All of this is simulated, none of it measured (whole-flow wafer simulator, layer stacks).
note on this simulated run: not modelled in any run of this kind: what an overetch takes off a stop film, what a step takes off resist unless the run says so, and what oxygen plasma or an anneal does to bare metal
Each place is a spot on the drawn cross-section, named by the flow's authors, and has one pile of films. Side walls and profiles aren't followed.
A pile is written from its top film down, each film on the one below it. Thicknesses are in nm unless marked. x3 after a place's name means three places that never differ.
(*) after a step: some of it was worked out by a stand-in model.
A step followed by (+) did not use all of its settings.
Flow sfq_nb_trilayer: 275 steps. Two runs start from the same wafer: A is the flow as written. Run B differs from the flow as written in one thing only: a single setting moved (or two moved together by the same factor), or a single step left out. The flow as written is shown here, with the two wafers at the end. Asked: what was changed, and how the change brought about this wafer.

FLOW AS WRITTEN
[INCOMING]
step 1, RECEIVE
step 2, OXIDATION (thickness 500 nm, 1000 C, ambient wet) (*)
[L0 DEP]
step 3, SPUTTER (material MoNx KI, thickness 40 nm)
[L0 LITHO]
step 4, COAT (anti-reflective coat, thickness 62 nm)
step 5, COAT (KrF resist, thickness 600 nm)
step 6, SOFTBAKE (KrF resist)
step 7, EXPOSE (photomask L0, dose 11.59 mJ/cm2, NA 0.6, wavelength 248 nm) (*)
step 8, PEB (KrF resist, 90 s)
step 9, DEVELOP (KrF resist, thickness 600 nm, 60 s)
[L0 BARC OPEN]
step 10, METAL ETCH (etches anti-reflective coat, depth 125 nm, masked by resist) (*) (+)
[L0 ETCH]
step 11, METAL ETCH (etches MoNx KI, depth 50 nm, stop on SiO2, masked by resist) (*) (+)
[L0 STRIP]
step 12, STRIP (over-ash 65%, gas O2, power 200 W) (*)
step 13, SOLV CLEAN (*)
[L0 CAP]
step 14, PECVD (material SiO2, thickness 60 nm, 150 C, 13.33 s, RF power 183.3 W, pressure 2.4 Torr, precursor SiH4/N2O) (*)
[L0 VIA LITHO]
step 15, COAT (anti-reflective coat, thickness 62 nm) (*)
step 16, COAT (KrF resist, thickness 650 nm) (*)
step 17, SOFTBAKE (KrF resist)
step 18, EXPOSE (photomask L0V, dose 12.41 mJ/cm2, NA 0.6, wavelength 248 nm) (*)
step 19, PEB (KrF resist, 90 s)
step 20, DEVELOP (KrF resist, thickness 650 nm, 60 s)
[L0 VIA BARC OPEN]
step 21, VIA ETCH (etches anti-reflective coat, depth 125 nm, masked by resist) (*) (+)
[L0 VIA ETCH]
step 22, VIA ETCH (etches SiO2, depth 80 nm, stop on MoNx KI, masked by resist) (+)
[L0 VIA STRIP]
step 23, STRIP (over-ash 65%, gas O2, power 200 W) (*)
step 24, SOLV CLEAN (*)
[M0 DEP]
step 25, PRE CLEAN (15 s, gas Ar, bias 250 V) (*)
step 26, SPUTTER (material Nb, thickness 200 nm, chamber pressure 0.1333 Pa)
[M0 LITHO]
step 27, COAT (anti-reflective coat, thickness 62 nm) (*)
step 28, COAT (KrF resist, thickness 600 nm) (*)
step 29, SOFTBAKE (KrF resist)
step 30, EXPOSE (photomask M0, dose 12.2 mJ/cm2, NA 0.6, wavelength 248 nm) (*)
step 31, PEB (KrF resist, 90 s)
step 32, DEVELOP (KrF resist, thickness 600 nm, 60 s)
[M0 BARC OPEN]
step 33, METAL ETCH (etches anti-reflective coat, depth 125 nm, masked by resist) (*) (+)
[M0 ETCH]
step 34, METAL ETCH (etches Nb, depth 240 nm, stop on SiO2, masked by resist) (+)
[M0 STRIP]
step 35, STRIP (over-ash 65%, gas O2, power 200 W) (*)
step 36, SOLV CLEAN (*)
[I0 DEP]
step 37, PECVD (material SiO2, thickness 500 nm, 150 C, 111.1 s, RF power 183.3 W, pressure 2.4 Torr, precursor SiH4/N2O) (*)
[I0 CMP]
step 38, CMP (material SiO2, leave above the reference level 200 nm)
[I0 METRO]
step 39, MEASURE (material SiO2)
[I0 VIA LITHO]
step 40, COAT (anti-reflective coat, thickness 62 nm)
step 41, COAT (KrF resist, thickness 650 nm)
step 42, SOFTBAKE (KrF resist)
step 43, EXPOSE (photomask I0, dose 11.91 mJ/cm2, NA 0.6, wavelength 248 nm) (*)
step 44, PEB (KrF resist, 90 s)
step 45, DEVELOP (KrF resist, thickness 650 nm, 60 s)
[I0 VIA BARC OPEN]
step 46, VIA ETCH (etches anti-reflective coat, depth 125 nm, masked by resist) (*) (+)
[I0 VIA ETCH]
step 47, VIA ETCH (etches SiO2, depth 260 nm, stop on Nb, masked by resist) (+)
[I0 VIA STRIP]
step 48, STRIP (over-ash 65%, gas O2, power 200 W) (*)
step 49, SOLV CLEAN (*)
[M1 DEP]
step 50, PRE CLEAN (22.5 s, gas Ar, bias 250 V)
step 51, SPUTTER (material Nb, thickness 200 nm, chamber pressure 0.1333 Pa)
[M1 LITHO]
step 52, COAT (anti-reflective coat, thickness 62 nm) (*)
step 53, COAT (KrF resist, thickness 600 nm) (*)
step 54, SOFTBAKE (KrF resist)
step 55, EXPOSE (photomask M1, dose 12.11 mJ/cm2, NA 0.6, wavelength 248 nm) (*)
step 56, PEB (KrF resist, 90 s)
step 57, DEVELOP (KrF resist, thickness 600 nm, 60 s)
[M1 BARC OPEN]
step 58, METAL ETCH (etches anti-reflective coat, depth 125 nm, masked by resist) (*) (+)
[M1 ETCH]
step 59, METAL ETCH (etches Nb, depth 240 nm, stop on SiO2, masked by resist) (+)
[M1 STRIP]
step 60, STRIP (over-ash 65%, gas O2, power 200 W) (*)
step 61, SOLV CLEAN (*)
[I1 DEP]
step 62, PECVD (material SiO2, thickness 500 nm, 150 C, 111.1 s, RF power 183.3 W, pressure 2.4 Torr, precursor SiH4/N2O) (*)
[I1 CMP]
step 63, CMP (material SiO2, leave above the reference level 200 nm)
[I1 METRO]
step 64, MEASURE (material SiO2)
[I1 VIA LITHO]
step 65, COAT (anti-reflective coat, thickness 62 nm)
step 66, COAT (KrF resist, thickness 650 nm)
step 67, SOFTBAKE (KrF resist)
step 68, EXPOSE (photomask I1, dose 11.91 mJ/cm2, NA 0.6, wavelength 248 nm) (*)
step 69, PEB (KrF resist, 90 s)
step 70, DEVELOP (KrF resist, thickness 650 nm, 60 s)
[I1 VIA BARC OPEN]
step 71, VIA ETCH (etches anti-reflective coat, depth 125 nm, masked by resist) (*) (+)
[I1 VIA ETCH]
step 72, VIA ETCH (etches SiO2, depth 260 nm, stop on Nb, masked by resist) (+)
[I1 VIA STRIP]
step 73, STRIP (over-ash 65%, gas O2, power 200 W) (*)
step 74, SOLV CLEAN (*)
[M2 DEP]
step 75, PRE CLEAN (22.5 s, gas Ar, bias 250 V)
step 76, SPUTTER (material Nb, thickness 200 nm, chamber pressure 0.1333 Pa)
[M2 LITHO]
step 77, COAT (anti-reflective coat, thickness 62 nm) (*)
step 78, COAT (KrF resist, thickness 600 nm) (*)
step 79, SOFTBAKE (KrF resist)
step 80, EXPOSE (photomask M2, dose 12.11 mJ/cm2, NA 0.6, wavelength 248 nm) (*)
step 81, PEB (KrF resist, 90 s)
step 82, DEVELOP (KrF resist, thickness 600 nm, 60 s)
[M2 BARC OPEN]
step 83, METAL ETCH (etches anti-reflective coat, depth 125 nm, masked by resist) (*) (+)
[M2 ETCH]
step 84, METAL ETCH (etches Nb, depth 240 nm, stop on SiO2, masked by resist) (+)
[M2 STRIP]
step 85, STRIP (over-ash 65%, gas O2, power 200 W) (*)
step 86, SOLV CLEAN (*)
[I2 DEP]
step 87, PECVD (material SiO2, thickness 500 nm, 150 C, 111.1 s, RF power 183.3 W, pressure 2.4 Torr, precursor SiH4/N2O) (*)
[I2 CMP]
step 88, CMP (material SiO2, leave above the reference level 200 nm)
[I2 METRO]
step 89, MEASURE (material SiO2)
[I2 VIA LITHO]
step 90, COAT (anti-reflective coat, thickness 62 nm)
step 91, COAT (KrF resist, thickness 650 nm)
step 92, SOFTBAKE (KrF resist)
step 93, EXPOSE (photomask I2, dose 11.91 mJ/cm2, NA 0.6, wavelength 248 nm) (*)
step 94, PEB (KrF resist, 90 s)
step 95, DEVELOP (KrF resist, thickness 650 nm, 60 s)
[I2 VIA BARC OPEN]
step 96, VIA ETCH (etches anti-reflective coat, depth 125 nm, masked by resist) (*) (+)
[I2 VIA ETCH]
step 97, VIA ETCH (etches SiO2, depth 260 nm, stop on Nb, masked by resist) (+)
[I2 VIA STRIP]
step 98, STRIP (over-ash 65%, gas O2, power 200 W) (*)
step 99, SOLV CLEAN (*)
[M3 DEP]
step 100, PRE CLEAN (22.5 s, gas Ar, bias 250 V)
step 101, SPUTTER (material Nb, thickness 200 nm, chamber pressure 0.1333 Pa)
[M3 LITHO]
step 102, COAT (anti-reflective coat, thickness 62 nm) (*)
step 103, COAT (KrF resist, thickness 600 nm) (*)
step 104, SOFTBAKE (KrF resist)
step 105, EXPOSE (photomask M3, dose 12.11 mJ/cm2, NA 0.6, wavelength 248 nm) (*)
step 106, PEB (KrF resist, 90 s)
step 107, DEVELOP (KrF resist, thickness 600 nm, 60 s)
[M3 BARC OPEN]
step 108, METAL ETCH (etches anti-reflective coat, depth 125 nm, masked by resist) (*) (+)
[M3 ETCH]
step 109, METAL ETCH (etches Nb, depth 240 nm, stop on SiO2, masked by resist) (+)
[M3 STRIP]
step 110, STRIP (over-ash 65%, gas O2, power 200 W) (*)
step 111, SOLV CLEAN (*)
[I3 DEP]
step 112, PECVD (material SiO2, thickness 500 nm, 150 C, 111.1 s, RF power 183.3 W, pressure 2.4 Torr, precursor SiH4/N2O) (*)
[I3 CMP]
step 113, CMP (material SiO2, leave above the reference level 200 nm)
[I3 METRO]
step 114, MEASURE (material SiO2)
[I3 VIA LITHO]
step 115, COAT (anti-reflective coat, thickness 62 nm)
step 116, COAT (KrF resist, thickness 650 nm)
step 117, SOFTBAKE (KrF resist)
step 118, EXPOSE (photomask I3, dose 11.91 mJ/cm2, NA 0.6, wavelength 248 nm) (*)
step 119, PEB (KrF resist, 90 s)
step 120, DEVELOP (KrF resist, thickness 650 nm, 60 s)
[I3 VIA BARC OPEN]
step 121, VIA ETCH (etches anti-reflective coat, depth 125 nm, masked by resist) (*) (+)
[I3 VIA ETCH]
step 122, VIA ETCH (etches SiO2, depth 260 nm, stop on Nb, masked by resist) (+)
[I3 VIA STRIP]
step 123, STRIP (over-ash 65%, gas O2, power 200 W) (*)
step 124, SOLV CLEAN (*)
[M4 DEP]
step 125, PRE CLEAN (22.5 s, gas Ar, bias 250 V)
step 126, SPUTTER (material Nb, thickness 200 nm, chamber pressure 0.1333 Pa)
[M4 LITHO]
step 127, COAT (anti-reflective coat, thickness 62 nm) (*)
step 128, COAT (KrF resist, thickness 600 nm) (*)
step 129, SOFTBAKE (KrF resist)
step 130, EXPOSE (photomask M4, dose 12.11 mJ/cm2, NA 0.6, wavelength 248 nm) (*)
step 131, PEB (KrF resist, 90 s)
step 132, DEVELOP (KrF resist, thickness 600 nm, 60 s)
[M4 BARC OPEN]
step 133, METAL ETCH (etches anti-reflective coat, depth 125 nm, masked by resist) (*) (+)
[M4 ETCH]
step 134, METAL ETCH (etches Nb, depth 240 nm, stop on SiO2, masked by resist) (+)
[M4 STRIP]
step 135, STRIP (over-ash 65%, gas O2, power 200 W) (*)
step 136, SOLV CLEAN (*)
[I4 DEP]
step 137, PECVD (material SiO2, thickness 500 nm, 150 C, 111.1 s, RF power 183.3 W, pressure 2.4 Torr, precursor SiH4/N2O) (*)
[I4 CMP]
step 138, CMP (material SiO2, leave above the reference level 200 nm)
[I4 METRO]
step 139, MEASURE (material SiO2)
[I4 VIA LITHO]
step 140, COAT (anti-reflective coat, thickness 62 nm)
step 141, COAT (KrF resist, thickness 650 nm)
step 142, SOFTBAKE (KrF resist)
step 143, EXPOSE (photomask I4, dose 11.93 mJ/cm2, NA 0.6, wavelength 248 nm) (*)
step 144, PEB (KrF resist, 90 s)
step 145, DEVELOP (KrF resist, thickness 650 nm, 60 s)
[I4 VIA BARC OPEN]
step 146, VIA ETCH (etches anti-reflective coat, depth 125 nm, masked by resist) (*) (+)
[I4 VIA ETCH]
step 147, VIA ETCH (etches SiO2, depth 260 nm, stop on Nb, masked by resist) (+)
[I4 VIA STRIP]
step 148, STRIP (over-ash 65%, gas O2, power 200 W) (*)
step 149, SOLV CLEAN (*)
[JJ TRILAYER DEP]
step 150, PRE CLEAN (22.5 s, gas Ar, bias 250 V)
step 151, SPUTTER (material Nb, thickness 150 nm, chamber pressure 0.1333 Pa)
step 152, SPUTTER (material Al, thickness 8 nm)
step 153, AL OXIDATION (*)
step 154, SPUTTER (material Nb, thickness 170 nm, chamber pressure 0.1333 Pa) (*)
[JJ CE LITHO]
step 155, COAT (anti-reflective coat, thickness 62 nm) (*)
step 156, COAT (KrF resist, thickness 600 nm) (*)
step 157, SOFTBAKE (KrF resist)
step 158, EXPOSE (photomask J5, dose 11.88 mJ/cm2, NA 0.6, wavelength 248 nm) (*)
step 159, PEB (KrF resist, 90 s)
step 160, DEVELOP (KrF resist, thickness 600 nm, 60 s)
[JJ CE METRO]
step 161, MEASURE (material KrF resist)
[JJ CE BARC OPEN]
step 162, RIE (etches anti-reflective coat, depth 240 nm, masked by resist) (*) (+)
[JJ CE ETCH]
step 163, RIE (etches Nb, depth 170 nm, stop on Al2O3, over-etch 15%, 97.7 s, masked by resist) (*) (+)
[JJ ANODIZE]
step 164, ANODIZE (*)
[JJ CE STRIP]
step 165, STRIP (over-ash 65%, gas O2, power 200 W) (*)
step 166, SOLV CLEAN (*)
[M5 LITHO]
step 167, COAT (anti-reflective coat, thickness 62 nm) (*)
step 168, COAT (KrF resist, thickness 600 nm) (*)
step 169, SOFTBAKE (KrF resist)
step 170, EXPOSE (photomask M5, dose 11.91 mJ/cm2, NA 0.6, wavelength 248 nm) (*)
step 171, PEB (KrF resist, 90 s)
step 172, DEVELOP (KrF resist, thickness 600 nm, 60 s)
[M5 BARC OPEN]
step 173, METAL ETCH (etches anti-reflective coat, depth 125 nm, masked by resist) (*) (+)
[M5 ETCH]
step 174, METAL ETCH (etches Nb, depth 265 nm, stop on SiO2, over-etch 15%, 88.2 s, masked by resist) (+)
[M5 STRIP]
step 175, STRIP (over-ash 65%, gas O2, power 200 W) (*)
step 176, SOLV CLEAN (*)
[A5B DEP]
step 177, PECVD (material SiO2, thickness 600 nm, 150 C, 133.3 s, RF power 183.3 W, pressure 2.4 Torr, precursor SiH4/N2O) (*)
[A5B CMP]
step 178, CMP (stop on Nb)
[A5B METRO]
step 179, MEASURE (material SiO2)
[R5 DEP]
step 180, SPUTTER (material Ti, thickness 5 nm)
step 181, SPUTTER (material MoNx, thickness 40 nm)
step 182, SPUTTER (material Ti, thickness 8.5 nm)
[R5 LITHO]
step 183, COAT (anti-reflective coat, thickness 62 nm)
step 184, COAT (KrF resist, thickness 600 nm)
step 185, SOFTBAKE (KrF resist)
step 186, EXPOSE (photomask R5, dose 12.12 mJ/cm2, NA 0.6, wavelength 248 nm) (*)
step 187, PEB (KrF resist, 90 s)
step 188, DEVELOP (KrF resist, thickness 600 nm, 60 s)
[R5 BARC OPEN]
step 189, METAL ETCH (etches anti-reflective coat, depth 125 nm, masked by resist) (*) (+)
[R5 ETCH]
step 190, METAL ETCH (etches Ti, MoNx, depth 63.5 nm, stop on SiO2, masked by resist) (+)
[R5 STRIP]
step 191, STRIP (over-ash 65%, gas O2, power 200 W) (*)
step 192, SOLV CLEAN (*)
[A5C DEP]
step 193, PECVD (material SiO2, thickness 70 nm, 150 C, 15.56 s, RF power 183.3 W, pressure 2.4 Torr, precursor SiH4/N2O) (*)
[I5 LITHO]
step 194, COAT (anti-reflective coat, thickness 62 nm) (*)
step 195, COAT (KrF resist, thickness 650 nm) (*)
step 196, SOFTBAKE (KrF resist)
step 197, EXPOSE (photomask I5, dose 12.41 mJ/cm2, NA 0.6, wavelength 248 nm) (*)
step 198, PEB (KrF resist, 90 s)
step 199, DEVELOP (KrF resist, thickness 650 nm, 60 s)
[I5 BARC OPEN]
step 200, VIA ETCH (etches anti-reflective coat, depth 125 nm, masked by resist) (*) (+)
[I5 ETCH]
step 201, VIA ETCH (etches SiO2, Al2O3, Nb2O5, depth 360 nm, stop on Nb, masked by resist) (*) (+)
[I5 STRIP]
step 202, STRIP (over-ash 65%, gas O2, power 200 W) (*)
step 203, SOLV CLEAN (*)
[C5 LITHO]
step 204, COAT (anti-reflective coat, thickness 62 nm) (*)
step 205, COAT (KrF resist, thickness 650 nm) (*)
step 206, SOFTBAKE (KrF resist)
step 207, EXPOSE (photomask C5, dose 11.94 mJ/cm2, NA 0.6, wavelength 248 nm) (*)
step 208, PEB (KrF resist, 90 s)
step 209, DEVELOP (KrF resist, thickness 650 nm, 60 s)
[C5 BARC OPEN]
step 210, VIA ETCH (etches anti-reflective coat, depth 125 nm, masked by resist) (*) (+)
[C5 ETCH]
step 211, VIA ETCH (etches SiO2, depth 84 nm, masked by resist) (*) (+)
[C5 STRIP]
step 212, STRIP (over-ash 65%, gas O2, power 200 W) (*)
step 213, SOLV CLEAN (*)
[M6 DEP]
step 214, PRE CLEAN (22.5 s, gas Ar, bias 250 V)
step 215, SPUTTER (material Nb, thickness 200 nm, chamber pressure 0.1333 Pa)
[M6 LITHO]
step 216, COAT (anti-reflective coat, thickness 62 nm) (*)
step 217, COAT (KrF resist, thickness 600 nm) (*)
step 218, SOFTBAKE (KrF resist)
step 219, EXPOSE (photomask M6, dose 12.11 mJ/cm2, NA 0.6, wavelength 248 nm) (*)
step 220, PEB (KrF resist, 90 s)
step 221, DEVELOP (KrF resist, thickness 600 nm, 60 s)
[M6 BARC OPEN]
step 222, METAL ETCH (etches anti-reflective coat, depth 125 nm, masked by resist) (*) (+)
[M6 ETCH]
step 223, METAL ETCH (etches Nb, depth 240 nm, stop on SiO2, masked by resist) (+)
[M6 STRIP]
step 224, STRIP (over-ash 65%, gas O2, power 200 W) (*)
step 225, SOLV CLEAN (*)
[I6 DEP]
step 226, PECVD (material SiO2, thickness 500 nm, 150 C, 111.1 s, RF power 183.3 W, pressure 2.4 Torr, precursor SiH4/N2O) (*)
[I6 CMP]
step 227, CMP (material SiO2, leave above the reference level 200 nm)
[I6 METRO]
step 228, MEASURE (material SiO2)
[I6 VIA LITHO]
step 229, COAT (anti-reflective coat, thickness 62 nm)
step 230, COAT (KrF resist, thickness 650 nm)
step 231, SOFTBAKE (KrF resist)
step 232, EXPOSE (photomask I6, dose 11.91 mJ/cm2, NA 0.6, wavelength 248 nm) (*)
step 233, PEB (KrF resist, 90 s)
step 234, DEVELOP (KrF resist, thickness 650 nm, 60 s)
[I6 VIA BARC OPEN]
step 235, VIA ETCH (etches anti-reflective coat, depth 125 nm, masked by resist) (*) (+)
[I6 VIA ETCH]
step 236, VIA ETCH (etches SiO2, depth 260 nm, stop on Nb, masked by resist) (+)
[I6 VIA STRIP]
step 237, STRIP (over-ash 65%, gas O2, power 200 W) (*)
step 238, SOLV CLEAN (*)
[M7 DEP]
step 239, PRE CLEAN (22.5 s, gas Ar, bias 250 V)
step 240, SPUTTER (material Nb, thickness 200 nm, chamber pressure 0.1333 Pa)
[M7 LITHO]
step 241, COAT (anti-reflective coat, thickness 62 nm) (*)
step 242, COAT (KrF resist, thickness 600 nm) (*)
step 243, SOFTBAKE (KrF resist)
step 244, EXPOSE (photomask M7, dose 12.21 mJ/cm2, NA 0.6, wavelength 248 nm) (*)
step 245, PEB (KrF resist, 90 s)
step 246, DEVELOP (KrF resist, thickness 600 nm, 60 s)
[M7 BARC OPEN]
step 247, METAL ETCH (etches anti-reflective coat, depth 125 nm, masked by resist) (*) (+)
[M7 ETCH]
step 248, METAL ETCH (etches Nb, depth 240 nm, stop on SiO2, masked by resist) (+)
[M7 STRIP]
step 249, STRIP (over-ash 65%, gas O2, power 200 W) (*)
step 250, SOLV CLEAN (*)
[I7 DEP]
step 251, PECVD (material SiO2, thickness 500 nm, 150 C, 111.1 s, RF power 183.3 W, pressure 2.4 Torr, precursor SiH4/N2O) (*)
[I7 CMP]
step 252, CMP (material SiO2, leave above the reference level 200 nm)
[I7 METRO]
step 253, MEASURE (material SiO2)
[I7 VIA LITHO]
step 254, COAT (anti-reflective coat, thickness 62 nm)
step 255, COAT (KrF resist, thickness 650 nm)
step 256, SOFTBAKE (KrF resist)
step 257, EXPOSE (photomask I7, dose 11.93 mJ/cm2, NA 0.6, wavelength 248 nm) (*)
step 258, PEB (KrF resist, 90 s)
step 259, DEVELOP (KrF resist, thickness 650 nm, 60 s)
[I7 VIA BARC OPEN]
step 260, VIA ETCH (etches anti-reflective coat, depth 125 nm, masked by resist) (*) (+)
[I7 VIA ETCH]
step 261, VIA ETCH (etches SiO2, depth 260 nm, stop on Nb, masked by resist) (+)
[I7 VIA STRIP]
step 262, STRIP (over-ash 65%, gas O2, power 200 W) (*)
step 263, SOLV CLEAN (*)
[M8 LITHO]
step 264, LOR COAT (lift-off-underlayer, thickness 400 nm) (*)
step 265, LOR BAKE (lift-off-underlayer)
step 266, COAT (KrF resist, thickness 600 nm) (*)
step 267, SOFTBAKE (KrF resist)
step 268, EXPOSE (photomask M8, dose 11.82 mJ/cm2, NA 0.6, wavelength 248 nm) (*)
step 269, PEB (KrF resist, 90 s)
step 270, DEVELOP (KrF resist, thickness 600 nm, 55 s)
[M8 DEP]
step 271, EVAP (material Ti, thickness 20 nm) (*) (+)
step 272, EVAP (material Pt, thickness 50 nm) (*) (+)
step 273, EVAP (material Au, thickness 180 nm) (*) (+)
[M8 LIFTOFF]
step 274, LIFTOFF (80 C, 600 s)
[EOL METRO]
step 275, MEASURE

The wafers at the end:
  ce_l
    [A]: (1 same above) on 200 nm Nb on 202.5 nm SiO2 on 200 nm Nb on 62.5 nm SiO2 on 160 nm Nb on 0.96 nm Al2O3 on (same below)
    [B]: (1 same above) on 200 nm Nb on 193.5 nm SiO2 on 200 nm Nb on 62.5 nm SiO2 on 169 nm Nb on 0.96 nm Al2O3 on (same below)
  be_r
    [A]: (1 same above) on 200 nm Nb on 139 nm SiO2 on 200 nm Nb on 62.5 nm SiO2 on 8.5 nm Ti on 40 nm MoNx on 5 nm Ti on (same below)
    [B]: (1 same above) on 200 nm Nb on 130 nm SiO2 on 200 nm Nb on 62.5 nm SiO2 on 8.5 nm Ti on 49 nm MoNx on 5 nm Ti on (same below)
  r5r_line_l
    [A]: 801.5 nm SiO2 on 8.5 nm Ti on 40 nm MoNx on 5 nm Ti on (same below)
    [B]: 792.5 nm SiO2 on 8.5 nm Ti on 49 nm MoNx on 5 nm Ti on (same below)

What caused this: step 181, SPUTTER: thickness 49 nm was run, whereas the flow has thickness 40 nm.
The wafer itself shows it: be_r has MoNx 49, and step 181 as written asks for 40 nm.

The path from the change to this, step by step:
  step 181, SPUTTER (material MoNx, thickness 40 nm)
      field_l, v_sur, via_wl and 103 more: A MoNx gains 40 (new film) | B MoNx gains 49 (new film)
  step 190, METAL ETCH (etches Ti, MoNx, depth 63.5 nm, stop on SiO2, masked by resist) (+)
      field_l, v_sur, via_wl and 92 more: A Ti loses 8.5 (all of it), MoNx loses 40 (all of it), Ti loses 5 (all of it) | B Ti loses 8.5 (all of it), MoNx loses 49 (all of it), Ti loses 5 (all of it)
      ce_l, c5j, ce_r, wl_jj: A Ti loses 8.5 (all of it), MoNx loses 40 (all of it), Ti loses 5 (all of it), Nb loses 10 | B Ti loses 8.5 (all of it), MoNx loses 49 (all of it), Ti loses 5 (all of it), Nb loses 1
  step 194, COAT (anti-reflective coat, thickness 62 nm) (*)
      wl_j_sl, wl_j_sr: A anti-reflective coat gains 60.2 (new film) | B anti-reflective coat gains 61.8 (new film)
      r5r_spacepad_l, r5r_spacepad_r: A anti-reflective coat gains 84.4 (new film) | B anti-reflective coat gains 88.3 (new film)
      (also at 11 further places)
  step 202, STRIP (over-ash 65%, gas O2, power 200 W) (*)
      wl_j_sl, wl_j_sr: A KrF resist loses 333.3 (all of it), anti-reflective coat loses 60.2 (all of it) | B KrF resist loses 333.1 (all of it), anti-reflective coat loses 61.8 (all of it)
      r5r_spacepad_l, r5r_spacepad_r: A KrF resist loses 335.6 (all of it), anti-reflective coat loses 84.4 (all of it) | B KrF resist loses 335.9 (all of it), anti-reflective coat loses 88.3 (all of it)
      (also at 11 further places)
  step 204, COAT (anti-reflective coat, thickness 62 nm) (*)
      wl_j_sl, wl_j_sr: A anti-reflective coat gains 60.2 (new film) | B anti-reflective coat gains 61.8 (new film)
      r5r_spacepad_l, r5r_spacepad_r: A anti-reflective coat gains 84.4 (new film) | B anti-reflective coat gains 88.3 (new film)
      (also at 11 further places)
  step 210, VIA ETCH (etches anti-reflective coat, depth 125 nm, masked by resist) (*) (+)
      c5j: A anti-reflective coat loses 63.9 (all of it), SiO2 loses 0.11 | B anti-reflective coat loses 61.6 (all of it), SiO2 loses 0.11
  step 212, STRIP (over-ash 65%, gas O2, power 200 W) (*)
      wl_j_sl, wl_j_sr: A KrF resist loses 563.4 (all of it), anti-reflective coat loses 60.2 (all of it) | B KrF resist loses 563.9 (all of it), anti-reflective coat loses 61.8 (all of it)
      r5r_spacepad_l, r5r_spacepad_r: A KrF resist loses 565.8 (all of it), anti-reflective coat loses 84.4 (all of it) | B KrF resist loses 566.7 (all of it), anti-reflective coat loses 88.3 (all of it)
      (also at 10 further places)
  step 216, COAT (anti-reflective coat, thickness 62 nm) (*)
      r5r_line_l, r5r_line_c, r5r_line_r: A anti-reflective coat gains 50 (new film) | B anti-reflective coat gains 48.8 (new film)
      wl_j_sl, wl_j_sr: A anti-reflective coat gains 60.2 (new film) | B anti-reflective coat gains 61.8 (new film)
      (also at 11 further places)
  step 222, METAL ETCH (etches anti-reflective coat, depth 125 nm, masked by resist) (*) (+)
      r5r_line_l, r5r_line_c, r5r_line_r: A anti-reflective coat loses 50 (all of it) | B anti-reflective coat loses 48.8 (all of it)
      r5r_spacepad_l, r5r_spacepad_r: A anti-reflective coat loses 85.7 (all of it) | B anti-reflective coat loses 90.2 (all of it)
      (also at 1 further place)
  step 224, STRIP (over-ash 65%, gas O2, power 200 W) (*)
      wl_j_sl, wl_j_sr: A KrF resist loses 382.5 (all of it), anti-reflective coat loses 60.2 (all of it) | B KrF resist loses 382.4 (all of it), anti-reflective coat loses 61.8 (all of it)
      jj_sur: A KrF resist loses 378.5 (all of it), anti-reflective coat loses 56.1 (all of it) | B KrF resist loses 378.7 (all of it), anti-reflective coat loses 58.3 (all of it)
      (also at 7 further places)
  step 227, CMP (material SiO2, leave above the reference level 200 nm)
      r5r_line_l, r5r_spacepad_l, r5r_spacepad_r, r5r_line_c, r5r_line_r: A SiO2 loses 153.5 | B SiO2 loses 162.5
      ce_l, ce_r, wl_jj: A SiO2 loses 290 | B SiO2 loses 299
      (also at 5 further places)
